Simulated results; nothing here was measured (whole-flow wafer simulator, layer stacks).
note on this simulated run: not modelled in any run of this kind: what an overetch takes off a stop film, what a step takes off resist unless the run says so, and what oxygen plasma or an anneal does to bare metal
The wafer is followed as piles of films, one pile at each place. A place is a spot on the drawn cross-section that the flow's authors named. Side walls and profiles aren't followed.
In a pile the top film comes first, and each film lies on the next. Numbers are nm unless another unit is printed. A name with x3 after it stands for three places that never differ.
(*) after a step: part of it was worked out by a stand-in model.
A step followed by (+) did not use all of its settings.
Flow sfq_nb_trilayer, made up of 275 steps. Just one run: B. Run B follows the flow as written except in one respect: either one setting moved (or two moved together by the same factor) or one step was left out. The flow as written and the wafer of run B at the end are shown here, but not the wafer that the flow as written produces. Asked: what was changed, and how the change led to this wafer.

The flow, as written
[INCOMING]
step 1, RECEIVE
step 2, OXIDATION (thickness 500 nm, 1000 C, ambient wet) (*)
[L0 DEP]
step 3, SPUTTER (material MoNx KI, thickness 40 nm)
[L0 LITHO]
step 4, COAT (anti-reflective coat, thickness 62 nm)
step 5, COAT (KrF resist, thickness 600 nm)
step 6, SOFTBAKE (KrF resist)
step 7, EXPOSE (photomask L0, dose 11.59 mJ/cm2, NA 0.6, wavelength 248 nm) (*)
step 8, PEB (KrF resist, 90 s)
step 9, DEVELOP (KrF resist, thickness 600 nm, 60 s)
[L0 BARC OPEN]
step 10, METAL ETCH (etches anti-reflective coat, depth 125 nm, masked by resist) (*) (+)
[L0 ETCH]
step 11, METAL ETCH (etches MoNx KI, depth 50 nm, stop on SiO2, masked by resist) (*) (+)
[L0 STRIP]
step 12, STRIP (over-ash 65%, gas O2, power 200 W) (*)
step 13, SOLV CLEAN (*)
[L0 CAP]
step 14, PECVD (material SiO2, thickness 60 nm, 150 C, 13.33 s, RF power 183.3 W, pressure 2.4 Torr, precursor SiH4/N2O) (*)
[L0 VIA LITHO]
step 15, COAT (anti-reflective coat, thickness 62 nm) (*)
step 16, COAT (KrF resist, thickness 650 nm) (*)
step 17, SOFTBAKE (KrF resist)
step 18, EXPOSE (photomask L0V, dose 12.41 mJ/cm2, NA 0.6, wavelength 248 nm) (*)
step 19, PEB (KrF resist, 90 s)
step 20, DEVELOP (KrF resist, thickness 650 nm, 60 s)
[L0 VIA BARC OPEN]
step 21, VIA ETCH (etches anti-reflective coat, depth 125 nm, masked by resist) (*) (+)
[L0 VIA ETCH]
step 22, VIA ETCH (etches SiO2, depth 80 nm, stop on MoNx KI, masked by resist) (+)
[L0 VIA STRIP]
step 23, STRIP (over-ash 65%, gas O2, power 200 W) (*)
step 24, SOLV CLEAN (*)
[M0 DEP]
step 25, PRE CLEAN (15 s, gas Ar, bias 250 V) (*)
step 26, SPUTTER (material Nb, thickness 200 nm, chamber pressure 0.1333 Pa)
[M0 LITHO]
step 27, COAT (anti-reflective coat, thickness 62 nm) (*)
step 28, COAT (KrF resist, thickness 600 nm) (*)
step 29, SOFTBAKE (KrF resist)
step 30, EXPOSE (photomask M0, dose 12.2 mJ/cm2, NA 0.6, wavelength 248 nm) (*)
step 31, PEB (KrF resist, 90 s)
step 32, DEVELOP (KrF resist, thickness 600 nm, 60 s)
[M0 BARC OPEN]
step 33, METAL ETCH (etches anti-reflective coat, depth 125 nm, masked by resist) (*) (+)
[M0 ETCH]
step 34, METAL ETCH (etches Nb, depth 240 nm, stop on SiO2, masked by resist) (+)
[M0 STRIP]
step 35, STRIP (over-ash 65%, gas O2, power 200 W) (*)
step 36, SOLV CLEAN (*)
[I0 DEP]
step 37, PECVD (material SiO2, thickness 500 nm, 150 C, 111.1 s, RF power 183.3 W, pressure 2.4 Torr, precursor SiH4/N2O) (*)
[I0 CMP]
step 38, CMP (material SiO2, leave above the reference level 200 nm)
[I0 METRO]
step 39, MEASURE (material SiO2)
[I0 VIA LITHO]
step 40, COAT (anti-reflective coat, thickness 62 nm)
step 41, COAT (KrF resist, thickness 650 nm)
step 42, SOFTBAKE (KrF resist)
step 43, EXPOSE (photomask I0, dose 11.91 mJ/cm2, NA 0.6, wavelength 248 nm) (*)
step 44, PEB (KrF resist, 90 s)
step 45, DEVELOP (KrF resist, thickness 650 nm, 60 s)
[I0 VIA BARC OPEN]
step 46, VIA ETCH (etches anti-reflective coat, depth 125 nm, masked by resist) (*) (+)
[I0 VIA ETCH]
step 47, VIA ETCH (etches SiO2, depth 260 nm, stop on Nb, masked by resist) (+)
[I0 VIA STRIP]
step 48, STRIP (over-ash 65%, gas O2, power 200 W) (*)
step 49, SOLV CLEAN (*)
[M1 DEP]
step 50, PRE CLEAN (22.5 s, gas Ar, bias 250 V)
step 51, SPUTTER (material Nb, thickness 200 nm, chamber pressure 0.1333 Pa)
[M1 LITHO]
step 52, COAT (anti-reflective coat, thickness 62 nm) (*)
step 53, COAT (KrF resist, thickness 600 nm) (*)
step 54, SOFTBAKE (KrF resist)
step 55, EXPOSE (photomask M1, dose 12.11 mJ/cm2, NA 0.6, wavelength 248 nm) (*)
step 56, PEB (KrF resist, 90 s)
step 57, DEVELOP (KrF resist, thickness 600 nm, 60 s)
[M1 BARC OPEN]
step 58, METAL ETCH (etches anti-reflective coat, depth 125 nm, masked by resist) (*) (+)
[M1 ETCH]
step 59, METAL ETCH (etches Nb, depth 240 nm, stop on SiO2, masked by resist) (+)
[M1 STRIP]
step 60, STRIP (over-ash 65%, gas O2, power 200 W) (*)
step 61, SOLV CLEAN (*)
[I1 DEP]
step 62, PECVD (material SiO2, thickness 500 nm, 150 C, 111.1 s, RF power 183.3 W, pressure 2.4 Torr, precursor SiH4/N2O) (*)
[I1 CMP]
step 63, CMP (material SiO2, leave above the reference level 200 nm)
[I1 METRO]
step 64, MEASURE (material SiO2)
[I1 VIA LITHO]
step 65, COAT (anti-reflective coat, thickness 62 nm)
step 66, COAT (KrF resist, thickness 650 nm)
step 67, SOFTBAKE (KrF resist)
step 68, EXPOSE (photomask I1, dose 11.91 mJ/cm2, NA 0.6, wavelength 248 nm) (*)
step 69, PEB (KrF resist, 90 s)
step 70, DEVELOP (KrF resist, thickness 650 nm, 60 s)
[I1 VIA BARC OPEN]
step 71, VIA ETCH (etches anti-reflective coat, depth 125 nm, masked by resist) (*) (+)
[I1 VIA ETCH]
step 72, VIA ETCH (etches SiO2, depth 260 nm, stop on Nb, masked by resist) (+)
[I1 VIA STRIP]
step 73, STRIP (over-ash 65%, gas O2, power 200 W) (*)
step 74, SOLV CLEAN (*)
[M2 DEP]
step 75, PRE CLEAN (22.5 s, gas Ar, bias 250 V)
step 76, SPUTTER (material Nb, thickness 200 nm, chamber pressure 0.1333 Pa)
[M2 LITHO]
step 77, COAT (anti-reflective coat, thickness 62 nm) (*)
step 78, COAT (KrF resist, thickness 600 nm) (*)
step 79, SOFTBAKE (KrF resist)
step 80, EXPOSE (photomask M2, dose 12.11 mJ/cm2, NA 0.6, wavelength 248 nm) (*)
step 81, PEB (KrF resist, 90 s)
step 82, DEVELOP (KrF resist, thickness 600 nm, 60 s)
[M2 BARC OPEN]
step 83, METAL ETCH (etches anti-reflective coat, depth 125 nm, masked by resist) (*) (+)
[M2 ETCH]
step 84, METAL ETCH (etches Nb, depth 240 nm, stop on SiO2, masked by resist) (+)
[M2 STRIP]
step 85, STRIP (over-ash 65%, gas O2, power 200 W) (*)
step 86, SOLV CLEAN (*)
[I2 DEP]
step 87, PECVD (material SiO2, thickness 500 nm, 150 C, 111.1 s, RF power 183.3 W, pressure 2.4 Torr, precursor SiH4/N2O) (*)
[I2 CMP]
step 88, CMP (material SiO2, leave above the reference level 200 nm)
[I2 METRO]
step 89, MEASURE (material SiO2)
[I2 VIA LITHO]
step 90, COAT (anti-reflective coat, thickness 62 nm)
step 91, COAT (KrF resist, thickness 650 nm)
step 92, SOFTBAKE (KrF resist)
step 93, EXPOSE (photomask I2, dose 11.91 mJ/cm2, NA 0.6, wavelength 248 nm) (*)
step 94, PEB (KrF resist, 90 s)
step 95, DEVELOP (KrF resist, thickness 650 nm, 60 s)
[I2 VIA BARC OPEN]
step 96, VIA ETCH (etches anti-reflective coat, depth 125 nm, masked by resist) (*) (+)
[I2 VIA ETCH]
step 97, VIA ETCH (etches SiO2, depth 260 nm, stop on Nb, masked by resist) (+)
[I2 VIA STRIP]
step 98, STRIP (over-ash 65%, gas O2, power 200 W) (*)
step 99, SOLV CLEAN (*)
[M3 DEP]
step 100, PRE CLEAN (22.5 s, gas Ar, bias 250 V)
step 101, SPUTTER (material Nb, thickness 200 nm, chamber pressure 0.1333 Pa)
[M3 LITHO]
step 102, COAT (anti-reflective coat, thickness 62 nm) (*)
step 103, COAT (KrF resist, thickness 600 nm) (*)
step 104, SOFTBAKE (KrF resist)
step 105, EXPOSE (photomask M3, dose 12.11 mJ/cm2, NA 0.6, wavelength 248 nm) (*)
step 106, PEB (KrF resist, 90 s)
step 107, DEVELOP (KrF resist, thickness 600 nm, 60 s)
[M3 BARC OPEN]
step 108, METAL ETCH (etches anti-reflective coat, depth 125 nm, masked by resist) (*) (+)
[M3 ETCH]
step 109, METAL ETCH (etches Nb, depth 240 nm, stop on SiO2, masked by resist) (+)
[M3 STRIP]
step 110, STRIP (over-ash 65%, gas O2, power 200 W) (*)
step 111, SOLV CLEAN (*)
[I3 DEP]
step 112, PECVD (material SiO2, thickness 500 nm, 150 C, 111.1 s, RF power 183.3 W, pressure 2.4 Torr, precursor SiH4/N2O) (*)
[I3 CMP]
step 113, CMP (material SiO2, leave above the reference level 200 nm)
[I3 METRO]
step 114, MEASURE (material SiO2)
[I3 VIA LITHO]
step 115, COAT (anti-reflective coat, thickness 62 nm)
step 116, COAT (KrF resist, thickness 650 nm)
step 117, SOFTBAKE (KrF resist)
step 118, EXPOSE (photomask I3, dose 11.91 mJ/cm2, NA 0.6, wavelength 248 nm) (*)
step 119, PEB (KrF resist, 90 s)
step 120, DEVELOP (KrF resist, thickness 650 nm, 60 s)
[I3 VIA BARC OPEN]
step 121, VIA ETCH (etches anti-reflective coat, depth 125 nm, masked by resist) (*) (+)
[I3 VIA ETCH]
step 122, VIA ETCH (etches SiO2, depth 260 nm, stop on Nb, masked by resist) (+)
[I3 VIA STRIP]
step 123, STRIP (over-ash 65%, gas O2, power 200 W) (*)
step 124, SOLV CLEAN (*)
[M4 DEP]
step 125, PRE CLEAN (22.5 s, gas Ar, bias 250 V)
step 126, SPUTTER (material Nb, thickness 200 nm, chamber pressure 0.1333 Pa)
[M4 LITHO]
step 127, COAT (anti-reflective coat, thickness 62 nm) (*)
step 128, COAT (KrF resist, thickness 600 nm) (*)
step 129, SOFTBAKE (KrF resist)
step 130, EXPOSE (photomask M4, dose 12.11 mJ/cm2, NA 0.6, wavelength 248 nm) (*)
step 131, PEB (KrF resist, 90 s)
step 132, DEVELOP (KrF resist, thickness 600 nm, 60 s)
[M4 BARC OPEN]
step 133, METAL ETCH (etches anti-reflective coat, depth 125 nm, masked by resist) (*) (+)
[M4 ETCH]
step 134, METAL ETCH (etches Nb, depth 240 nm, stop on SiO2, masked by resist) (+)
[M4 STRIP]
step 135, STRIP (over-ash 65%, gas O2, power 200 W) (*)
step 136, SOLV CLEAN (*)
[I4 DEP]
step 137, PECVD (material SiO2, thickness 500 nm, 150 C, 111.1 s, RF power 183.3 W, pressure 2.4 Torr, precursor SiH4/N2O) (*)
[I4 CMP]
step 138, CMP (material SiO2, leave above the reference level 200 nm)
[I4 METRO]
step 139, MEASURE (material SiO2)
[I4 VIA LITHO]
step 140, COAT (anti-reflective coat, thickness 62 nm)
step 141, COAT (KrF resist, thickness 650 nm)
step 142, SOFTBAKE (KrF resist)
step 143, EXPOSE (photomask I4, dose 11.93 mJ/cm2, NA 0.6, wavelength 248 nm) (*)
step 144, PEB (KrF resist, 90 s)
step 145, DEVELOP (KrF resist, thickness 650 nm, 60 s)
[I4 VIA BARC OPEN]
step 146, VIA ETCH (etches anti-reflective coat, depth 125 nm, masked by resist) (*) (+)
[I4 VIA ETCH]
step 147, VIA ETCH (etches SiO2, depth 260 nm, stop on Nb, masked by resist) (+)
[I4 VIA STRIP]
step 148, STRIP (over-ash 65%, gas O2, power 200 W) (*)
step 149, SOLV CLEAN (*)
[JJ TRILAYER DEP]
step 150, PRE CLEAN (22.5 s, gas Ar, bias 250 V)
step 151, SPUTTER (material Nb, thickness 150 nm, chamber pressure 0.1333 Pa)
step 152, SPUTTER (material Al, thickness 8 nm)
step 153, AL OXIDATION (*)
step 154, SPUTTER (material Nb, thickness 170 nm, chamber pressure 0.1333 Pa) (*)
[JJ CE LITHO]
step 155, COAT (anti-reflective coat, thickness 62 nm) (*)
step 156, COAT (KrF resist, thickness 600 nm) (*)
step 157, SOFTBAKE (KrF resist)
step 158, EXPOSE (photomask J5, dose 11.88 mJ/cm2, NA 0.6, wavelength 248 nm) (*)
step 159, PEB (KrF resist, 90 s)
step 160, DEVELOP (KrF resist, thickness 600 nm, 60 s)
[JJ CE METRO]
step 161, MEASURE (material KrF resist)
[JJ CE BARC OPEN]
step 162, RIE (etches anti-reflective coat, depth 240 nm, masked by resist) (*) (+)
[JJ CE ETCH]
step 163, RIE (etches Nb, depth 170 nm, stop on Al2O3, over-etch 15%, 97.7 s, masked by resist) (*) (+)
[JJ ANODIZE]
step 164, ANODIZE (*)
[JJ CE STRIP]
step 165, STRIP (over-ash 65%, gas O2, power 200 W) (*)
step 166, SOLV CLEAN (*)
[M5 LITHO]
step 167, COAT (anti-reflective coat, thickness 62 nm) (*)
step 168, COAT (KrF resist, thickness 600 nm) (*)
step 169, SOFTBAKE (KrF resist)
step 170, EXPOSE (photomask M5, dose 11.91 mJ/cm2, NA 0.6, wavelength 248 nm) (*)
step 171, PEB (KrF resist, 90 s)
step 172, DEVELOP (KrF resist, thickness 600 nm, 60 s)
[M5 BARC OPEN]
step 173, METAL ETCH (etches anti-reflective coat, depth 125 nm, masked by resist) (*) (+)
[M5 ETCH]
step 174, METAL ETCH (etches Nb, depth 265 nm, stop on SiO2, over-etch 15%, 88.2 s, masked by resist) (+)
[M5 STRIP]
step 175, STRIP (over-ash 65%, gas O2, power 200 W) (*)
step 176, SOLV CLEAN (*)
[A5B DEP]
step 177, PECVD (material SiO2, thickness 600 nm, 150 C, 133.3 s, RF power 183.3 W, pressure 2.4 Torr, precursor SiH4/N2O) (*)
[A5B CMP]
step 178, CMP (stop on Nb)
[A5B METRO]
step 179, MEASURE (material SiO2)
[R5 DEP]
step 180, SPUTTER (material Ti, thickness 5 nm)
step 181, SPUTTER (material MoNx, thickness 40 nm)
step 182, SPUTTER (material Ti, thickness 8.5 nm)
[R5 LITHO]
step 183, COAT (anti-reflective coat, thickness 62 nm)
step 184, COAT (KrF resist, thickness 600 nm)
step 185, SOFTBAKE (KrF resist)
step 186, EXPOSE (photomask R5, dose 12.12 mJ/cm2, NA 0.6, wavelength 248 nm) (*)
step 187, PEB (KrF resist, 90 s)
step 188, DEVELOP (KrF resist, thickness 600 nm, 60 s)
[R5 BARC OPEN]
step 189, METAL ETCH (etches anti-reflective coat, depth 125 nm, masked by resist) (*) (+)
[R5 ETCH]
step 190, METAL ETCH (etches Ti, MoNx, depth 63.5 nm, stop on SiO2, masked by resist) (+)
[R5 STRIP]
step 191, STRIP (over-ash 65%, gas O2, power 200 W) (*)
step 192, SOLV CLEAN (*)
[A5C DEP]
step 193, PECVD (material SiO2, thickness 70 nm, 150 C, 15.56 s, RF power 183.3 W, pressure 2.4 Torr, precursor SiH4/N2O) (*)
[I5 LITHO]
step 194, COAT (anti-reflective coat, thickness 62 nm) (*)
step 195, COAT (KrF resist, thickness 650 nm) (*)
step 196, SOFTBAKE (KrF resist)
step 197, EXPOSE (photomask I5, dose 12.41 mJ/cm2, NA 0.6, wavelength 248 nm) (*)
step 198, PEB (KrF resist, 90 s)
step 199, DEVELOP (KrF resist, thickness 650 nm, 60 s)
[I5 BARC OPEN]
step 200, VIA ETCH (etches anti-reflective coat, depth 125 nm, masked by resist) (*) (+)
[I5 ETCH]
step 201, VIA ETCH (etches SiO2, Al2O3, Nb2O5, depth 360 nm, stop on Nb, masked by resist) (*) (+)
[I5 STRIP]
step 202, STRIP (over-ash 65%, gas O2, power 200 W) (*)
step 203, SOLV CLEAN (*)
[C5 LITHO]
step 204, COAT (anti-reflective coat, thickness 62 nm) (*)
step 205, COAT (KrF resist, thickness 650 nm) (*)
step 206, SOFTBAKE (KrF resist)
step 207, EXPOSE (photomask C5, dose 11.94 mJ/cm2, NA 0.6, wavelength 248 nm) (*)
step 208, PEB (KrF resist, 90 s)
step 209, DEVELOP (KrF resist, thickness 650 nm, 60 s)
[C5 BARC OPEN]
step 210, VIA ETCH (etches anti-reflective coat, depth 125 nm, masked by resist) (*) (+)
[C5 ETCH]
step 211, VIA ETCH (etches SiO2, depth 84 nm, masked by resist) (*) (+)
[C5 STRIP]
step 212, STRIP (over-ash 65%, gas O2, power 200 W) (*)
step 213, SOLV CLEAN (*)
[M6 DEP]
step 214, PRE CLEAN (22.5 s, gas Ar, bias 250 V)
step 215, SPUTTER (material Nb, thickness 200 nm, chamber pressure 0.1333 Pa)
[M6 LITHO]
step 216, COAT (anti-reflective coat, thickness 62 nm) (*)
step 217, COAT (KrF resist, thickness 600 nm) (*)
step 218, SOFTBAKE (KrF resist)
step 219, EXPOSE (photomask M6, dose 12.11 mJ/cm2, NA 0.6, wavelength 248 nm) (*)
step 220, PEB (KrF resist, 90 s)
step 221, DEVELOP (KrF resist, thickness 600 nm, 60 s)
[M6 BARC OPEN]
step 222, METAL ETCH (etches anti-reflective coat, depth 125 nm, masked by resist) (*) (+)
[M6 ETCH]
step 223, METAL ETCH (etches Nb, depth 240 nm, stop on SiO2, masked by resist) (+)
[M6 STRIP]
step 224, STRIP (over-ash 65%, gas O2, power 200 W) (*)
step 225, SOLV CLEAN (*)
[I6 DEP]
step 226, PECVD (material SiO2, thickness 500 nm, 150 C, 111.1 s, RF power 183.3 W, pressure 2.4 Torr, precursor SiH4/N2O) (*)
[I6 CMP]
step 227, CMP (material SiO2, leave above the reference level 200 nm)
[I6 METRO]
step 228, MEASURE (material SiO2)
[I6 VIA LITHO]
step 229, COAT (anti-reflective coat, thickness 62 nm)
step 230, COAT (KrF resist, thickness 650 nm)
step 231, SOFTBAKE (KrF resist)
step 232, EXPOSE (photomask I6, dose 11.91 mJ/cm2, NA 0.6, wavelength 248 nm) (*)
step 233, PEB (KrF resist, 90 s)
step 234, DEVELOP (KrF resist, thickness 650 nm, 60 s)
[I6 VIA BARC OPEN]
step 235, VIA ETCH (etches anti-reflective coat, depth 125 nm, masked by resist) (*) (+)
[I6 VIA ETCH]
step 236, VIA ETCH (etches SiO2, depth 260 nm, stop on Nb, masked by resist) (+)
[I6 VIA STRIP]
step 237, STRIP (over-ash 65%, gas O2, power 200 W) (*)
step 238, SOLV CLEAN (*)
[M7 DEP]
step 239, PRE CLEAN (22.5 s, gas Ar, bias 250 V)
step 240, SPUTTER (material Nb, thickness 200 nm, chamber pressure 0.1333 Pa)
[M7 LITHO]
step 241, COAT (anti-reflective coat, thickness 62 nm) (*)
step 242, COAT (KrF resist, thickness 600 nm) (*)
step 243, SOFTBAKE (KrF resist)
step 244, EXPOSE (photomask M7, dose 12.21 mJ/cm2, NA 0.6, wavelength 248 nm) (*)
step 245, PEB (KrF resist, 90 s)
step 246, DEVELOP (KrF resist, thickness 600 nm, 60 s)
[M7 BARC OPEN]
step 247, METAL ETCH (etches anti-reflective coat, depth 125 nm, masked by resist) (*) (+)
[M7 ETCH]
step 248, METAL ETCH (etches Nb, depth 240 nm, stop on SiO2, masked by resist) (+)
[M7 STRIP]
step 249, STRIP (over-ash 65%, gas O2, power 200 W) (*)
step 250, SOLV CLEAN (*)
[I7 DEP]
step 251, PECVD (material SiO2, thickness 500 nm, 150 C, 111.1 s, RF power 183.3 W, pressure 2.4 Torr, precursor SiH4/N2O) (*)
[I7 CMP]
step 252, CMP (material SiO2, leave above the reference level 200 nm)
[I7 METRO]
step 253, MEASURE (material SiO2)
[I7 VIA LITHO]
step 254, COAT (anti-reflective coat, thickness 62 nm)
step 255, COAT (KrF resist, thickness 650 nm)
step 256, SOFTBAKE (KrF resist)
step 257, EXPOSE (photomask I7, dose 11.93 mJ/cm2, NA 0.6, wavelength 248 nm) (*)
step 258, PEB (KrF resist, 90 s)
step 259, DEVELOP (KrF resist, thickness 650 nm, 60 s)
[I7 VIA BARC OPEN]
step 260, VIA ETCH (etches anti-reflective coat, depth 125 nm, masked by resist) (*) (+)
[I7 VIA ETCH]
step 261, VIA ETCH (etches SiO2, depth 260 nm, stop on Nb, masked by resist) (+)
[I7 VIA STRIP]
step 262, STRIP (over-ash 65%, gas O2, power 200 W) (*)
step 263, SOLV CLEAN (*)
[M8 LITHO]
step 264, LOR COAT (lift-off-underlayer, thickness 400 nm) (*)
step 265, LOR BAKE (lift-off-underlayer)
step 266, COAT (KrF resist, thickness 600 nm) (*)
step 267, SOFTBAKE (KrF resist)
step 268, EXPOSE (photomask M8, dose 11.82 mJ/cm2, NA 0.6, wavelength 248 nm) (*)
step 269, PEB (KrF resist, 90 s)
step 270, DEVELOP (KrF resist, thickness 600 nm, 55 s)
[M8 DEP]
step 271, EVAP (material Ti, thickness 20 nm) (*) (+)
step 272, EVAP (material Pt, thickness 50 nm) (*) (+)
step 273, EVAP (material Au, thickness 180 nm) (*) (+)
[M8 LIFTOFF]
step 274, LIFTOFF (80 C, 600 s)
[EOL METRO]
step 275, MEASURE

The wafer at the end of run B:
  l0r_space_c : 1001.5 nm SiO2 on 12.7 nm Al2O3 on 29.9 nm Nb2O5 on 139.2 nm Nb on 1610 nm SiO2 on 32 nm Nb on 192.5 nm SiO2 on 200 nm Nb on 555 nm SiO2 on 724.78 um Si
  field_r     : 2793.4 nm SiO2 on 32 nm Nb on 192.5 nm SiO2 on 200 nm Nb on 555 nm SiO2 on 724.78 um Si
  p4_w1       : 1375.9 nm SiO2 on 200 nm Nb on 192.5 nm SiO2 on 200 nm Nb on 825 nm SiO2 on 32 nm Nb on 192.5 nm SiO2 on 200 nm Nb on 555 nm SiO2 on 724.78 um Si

Cause: step 51, SPUTTER: thickness 272 nm was run, though the flow has thickness 200 nm.

The path from the change to this, step by step:
  step 51, SPUTTER (material Nb, thickness 200 nm, chamber pressure 0.1333 Pa)
      field_l, v_sur, via_wl and 102 more: Nb gains 272 (new film) (it would be, as written: Nb gains 200 (new film))
      via_w: Nb gains 238.3 (it would be, as written: Nb gains 174.5)
  step 52, COAT (anti-reflective coat, thickness 62 nm) (*)
      via_wr: anti-reflective coat gains 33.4 (new film) (it would be, as written: anti-reflective coat gains 34.9 (new film))
  step 59, METAL ETCH (etches Nb, depth 240 nm, stop on SiO2, masked by resist) (+)
      field_l, be, be_sur and 79 more: Nb loses 240 (it would be, as written: Nb loses 200 (all of it))
  step 60, STRIP (over-ash 65%, gas O2, power 200 W) (*)
      via_wr: KrF resist loses 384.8 (all of it), anti-reflective coat loses 33.4 (all of it) (it would be, as written: KrF resist loses 384.4 (all of it), anti-reflective coat loses 34.9 (all of it))
  step 62, PECVD (material SiO2, thickness 500 nm, 150 C, 111.1 s, RF power 183.3 W, pressure 2.4 Torr, precursor SiH4/N2O) (*)
      field_l, be, be_sur and 72 more: SiO2 gains 500 (new film) (it would be, as written: SiO2 gains 500)
      lsp_m, ln_m6, lsp_r, l0_sur, l0v: SiO2 gains 493.9 (new film) (it would be, as written: SiO2 gains 494.9)
      (and at 3 other places as well)
  step 63, CMP (material SiO2, leave above the reference level 200 nm)
      field_l, be, be_sur and 72 more: SiO2 loses 60 (it would be, as written: SiO2 loses 100)
      lsp_m, ln_m6, lsp_r, l0_sur, l0v: SiO2 loses 53.9 (it would be, as written: SiO2 loses 94.9)
      (and at 1 other place as well)
With metal films that touch counted as one body, l0r_space_c has 3 bodies (between them, from the top down: SiO2 1610; SiO2 192.5); the flow as written gives 2 bodies (between them, from the top down: SiO2 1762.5).
With metal films that touch counted as one body, field_r has 2 bodies (between them, from the top down: SiO2 192.5); the flow as written gives 1 body.
With metal films that touch counted as one body, p4_w1 has 4 bodies (between them, from the top down: SiO2 192.5; SiO2 825; SiO2 192.5); the flow as written gives 3 bodies (between them, from the top down: SiO2 192.5; SiO2 977.5).
